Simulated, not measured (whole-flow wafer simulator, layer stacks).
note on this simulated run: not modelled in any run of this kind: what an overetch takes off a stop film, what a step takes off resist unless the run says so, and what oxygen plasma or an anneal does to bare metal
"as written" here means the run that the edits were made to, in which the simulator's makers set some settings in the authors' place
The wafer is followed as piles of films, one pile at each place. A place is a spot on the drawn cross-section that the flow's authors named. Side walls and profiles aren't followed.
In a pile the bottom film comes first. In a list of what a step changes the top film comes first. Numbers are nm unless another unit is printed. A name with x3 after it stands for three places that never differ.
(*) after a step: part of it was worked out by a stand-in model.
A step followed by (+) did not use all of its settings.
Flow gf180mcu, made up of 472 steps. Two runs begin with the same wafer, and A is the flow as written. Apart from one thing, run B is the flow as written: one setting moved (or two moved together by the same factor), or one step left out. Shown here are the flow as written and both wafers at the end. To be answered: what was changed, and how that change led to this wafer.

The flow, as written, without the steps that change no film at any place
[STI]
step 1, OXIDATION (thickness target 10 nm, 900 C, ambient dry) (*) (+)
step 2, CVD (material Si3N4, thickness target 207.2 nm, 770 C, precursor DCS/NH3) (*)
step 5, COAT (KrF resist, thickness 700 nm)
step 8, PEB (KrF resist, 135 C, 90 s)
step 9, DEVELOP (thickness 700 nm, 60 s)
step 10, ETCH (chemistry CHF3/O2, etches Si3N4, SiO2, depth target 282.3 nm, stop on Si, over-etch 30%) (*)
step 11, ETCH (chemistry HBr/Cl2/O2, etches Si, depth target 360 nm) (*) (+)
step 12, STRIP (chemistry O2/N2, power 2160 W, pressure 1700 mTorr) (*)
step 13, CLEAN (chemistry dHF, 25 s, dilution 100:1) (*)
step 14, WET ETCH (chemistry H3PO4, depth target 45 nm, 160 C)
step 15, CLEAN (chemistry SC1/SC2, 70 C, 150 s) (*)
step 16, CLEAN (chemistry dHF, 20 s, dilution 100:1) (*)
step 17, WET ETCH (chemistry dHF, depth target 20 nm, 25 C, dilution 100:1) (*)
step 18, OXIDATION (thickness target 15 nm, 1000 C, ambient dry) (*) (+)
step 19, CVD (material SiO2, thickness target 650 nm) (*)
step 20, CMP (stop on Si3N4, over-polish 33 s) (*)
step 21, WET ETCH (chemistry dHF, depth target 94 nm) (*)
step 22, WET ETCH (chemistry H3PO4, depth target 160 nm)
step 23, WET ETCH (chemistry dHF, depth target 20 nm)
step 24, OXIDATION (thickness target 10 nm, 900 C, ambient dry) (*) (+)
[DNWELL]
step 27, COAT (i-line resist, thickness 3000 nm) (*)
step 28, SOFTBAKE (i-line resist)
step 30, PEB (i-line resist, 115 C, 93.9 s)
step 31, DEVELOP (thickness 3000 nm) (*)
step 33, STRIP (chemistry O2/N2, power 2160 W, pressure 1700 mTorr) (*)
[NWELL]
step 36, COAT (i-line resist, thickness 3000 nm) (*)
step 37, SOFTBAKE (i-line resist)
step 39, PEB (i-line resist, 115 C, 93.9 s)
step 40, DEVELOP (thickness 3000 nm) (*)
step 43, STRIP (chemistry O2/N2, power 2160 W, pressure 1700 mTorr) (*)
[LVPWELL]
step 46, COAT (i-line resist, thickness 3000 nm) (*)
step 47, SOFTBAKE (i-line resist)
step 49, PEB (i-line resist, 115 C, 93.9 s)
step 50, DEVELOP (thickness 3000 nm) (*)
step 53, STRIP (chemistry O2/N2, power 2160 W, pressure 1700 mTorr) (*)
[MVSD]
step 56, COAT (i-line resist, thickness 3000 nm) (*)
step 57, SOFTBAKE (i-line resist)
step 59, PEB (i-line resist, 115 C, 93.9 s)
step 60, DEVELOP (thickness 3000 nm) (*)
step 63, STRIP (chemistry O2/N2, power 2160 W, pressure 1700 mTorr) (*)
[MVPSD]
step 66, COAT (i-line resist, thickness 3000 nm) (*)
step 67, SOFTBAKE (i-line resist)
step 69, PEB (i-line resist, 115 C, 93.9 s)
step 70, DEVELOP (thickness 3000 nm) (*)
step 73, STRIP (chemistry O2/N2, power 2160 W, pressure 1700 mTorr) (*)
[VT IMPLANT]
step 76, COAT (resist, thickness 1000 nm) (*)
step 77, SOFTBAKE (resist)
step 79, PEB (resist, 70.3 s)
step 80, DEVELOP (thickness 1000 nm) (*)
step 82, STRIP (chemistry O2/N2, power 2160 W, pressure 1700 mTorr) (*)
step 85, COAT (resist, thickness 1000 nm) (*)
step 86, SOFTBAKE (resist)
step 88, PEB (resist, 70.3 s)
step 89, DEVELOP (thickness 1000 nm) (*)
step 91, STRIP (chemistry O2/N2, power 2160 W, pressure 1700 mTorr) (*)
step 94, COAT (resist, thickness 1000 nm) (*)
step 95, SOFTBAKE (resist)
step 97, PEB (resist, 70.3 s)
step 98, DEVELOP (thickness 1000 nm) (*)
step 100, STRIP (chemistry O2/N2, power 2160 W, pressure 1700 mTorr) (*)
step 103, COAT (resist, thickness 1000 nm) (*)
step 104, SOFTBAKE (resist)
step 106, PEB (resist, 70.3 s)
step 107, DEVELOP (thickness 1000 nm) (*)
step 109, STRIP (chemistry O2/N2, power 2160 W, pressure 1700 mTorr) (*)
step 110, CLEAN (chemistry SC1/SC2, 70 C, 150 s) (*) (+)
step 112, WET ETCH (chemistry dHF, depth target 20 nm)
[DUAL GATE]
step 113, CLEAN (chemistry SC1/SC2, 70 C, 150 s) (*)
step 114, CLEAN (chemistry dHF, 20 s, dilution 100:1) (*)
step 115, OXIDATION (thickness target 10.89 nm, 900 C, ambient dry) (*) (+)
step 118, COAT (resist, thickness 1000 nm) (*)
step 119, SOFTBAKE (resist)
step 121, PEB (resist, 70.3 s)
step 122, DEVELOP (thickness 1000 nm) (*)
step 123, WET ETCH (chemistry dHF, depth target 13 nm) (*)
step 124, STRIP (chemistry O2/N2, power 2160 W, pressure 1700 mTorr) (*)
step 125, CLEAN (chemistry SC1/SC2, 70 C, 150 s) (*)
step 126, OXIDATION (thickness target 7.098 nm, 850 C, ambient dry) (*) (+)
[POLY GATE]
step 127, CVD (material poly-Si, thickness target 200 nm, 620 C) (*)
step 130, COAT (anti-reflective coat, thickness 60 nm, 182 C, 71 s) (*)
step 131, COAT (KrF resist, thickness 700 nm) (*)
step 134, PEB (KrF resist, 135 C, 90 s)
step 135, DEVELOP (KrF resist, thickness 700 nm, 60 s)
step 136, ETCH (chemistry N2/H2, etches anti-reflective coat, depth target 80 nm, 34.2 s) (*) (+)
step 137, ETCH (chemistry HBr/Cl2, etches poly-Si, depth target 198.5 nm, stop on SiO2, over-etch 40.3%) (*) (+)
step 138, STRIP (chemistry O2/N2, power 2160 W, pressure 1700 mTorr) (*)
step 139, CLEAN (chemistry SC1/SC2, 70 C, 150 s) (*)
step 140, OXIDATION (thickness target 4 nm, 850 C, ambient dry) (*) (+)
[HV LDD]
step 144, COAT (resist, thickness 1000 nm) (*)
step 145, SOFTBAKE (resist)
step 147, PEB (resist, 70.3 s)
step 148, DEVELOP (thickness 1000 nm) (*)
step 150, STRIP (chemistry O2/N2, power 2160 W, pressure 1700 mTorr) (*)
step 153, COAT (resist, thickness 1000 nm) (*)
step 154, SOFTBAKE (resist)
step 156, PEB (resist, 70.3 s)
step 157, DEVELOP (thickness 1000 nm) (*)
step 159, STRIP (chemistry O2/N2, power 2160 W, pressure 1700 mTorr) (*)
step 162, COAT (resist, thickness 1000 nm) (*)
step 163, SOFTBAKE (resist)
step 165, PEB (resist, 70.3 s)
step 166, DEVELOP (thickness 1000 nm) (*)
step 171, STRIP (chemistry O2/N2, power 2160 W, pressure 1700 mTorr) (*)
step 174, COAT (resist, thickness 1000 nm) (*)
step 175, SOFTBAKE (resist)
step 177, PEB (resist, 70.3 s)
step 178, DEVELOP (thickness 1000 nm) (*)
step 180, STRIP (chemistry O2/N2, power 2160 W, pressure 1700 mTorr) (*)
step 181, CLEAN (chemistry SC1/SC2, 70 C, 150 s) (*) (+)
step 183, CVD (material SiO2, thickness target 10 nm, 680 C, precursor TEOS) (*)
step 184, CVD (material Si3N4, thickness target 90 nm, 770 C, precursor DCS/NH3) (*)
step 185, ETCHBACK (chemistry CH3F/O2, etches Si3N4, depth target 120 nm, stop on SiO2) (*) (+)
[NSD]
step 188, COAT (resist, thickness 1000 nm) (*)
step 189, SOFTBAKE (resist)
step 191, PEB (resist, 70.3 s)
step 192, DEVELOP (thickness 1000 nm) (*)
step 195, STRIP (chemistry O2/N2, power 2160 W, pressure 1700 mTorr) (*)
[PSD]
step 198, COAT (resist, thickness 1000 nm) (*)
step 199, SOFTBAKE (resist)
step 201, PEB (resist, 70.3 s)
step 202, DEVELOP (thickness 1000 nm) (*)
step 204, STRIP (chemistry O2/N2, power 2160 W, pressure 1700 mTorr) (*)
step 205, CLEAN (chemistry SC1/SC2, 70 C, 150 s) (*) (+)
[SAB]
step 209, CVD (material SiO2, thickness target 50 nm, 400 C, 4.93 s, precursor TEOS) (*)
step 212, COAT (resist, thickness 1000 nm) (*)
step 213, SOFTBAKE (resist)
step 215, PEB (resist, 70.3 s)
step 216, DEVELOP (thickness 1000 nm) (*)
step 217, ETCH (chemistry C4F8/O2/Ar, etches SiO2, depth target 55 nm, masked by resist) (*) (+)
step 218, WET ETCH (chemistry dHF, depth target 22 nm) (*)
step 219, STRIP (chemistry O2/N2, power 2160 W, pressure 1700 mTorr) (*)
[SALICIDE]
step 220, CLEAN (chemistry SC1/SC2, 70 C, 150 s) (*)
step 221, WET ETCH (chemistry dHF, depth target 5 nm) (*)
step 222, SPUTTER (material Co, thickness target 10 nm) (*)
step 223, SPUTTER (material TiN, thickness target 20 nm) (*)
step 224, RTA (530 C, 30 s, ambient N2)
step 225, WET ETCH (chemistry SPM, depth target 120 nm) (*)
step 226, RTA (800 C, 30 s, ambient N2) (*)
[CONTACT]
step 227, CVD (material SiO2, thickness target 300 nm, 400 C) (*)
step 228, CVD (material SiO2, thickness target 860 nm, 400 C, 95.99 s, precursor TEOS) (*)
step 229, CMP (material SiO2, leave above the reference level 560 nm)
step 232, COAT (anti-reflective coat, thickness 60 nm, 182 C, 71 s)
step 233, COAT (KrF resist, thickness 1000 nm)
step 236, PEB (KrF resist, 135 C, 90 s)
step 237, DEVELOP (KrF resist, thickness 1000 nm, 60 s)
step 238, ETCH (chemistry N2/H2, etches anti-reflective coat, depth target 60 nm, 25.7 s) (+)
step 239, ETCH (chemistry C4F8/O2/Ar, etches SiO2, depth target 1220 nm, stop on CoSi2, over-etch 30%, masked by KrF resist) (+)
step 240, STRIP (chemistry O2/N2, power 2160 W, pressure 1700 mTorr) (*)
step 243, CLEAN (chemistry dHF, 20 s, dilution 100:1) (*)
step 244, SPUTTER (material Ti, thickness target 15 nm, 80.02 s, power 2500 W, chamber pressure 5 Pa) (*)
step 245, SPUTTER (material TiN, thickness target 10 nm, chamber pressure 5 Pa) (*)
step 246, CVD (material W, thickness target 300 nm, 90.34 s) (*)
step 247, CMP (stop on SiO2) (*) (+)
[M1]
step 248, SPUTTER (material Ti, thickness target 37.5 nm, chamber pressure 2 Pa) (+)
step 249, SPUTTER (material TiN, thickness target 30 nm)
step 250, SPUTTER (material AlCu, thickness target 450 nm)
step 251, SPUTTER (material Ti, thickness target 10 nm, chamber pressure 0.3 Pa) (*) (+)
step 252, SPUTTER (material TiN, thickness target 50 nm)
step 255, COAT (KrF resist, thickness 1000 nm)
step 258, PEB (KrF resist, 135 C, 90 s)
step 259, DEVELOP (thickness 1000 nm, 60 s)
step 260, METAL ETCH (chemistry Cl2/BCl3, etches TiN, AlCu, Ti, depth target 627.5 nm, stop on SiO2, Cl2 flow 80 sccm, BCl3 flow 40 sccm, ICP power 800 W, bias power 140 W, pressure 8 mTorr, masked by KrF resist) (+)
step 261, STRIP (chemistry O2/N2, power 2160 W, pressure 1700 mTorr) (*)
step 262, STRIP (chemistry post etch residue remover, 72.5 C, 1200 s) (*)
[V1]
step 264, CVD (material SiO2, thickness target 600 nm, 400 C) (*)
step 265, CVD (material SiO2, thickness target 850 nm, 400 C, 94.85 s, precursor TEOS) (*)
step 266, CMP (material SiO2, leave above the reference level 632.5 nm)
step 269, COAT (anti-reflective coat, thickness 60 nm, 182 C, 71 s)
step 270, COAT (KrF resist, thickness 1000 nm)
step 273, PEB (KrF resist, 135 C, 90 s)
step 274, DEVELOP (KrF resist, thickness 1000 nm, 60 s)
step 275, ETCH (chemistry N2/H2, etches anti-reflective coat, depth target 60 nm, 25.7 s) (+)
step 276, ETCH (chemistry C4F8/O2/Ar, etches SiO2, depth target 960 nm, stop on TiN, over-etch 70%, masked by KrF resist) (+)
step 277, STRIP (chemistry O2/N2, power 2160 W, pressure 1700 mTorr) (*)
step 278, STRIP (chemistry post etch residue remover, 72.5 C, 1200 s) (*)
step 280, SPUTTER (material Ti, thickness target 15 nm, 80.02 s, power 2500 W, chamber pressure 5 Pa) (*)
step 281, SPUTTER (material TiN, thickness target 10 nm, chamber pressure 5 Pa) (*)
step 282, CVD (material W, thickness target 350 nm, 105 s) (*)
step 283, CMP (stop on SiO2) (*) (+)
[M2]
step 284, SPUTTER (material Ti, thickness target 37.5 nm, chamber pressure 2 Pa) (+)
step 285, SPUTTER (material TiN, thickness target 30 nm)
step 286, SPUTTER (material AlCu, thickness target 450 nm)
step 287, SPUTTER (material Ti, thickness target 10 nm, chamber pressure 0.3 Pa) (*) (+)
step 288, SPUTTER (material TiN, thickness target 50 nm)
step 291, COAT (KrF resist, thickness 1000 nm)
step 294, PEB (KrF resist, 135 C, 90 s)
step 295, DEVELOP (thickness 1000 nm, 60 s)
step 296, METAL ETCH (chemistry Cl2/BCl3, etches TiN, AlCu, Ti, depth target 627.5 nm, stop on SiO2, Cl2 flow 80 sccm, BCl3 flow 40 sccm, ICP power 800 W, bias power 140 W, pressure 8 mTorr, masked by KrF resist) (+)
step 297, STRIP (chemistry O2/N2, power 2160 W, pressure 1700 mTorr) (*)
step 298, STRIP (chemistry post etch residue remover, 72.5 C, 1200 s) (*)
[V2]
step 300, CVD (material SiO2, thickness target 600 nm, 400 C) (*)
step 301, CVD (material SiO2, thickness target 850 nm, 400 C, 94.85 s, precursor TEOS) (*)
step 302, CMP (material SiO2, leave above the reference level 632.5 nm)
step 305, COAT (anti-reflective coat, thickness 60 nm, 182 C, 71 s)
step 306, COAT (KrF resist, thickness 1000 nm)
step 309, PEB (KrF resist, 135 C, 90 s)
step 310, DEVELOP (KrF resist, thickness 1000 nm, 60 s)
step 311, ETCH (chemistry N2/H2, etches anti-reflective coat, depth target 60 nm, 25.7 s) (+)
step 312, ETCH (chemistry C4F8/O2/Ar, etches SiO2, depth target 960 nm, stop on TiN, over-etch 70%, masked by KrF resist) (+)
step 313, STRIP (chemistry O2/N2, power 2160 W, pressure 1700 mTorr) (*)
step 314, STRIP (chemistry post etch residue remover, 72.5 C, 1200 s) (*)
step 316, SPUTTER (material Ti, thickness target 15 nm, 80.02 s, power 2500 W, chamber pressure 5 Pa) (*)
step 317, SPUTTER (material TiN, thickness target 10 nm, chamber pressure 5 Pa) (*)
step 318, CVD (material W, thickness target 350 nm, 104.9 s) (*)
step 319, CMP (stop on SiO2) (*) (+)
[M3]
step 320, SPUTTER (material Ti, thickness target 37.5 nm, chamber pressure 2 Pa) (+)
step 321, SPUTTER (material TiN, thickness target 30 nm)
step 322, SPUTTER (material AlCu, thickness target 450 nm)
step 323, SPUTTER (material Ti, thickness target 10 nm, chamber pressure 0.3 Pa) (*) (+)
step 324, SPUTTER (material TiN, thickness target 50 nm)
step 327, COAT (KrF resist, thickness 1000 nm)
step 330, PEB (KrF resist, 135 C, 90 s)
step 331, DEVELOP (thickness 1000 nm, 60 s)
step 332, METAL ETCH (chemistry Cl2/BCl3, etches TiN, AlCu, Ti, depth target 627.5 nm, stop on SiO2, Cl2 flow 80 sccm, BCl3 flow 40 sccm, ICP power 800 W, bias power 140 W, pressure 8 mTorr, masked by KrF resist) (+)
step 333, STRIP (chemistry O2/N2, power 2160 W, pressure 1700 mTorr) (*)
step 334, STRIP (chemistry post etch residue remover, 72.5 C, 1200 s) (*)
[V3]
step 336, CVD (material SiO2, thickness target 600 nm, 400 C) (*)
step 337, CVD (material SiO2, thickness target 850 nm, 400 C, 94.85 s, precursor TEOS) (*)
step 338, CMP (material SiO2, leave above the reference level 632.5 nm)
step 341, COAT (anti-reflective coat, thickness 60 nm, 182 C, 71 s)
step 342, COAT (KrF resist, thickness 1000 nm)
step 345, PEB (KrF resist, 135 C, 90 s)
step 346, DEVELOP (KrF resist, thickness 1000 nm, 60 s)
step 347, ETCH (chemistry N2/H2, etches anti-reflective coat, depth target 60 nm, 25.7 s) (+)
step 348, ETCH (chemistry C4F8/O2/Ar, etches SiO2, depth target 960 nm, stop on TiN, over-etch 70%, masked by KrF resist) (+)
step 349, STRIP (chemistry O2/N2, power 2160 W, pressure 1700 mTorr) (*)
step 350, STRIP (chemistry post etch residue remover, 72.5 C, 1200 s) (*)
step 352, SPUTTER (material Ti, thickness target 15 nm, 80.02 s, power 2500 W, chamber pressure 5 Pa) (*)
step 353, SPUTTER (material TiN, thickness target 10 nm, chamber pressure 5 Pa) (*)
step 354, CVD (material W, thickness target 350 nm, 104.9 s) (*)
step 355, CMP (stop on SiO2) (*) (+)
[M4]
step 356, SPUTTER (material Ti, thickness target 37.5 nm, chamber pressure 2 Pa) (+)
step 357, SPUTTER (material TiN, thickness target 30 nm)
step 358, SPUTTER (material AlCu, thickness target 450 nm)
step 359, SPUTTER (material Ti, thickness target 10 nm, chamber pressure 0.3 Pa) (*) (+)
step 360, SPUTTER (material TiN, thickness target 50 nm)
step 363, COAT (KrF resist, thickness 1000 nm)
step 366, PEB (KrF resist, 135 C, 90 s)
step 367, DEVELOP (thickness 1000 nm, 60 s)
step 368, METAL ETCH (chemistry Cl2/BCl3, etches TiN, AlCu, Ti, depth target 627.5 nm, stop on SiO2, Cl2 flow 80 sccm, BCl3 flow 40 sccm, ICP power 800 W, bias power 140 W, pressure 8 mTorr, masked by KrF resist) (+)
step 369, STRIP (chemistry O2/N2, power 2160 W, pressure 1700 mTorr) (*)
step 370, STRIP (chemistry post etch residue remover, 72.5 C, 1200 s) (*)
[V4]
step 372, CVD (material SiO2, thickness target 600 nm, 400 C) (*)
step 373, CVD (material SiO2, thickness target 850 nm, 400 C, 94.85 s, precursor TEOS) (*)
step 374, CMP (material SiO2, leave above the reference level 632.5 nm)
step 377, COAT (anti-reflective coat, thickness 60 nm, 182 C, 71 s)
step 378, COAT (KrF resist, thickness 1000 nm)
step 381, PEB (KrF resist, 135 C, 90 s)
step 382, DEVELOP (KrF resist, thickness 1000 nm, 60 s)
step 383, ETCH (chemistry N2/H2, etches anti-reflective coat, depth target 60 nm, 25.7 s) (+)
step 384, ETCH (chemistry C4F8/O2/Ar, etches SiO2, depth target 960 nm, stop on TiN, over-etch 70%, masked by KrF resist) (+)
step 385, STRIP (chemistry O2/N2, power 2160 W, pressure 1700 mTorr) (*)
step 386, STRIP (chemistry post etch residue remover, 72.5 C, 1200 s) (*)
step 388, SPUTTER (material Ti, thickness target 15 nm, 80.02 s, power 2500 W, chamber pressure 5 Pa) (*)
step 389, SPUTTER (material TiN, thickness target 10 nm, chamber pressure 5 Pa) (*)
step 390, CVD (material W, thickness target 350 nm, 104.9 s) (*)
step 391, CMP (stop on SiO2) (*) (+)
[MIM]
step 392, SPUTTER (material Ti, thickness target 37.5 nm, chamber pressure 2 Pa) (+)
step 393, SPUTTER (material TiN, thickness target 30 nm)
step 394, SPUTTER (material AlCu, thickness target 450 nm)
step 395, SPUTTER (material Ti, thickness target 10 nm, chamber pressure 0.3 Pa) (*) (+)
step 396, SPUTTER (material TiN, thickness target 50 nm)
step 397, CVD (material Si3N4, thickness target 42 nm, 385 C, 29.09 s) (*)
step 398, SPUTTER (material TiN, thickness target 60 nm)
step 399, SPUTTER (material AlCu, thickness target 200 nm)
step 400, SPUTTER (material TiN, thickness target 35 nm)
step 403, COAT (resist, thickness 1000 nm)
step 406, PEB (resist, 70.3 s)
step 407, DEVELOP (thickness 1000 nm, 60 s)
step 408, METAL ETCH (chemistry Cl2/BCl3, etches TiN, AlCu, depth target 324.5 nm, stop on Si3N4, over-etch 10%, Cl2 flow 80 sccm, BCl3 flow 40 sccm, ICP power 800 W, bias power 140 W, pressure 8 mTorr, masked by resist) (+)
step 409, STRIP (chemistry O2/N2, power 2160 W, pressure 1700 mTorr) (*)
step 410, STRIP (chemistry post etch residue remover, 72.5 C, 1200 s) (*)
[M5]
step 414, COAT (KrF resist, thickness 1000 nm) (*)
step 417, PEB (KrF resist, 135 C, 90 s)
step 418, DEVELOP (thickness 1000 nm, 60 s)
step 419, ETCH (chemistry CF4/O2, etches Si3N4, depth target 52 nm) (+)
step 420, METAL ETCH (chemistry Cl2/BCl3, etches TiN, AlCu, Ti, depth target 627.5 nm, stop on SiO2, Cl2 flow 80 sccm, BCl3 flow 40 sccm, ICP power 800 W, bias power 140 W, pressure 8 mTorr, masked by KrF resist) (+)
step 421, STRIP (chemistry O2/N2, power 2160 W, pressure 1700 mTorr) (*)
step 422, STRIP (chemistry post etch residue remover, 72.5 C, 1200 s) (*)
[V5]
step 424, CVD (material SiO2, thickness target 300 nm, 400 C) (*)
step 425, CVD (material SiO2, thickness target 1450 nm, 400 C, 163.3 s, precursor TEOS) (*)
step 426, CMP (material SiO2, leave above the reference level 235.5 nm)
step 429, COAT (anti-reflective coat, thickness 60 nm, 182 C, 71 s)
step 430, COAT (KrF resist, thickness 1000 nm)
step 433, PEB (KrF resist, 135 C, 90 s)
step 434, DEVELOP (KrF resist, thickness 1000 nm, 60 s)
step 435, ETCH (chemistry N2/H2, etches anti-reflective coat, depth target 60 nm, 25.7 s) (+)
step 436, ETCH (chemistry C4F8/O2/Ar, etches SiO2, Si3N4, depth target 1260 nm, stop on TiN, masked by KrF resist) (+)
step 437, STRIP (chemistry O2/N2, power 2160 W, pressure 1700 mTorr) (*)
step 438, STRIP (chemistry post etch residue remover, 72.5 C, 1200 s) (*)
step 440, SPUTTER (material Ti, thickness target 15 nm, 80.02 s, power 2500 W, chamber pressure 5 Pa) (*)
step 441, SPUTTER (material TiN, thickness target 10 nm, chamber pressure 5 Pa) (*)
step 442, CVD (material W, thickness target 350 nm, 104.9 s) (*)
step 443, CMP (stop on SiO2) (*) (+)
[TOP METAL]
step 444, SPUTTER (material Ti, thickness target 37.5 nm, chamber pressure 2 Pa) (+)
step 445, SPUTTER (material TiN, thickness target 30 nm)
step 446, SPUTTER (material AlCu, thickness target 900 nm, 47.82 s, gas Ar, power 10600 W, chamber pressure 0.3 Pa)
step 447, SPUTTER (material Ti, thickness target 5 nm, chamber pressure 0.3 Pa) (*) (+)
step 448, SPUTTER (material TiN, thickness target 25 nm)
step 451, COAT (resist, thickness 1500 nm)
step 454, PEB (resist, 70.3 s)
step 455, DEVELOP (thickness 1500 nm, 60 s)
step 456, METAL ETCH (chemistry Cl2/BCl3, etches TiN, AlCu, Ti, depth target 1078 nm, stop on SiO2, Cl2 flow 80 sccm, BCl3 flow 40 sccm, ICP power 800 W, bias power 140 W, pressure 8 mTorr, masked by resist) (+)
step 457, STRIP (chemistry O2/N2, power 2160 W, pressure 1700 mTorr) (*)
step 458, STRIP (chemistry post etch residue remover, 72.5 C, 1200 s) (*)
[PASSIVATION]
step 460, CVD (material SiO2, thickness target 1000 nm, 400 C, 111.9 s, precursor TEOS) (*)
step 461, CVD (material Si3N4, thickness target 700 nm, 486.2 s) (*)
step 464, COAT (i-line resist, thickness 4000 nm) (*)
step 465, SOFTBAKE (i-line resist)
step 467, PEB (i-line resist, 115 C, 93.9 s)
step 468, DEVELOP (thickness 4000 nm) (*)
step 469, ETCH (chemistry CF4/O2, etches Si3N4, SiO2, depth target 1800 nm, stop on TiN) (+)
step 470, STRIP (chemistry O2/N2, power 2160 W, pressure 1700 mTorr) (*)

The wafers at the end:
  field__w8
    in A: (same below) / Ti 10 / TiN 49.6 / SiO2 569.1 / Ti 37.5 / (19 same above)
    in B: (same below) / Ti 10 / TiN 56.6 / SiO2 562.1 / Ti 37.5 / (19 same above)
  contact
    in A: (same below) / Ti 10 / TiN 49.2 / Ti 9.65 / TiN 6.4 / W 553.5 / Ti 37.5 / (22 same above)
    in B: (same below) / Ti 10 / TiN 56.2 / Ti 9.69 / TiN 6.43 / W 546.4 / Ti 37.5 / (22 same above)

What caused this: step 324, SPUTTER: thickness target 57 nm was run, whereas the flow has thickness target 50 nm.

Step by step, how the change led to this:
  step 324, SPUTTER (material TiN, thickness target 50 nm)
      field, field__w1, field__w2 and 108 more: A +50 TiN (new film) | B +57 TiN (new film)
  step 332, METAL ETCH (chemistry Cl2/BCl3, etches TiN, AlCu, Ti, depth target 627.5 nm, stop on SiO2, Cl2 flow 80 sccm, BCl3 flow 40 sccm, ICP power 800 W, bias power 140 W, pressure 8 mTorr, masked by KrF resist) (+)
      field, field__w1, field__w2 and 103 more: A -50 TiN (all of it), -10 Ti (all of it), -450 AlCu (all of it), -30 TiN (all of it), -37.5 Ti (all of it) | B -57 TiN (all of it), -10 Ti (all of it), -450 AlCu (all of it), -30 TiN (all of it), -37.5 Ti (all of it)
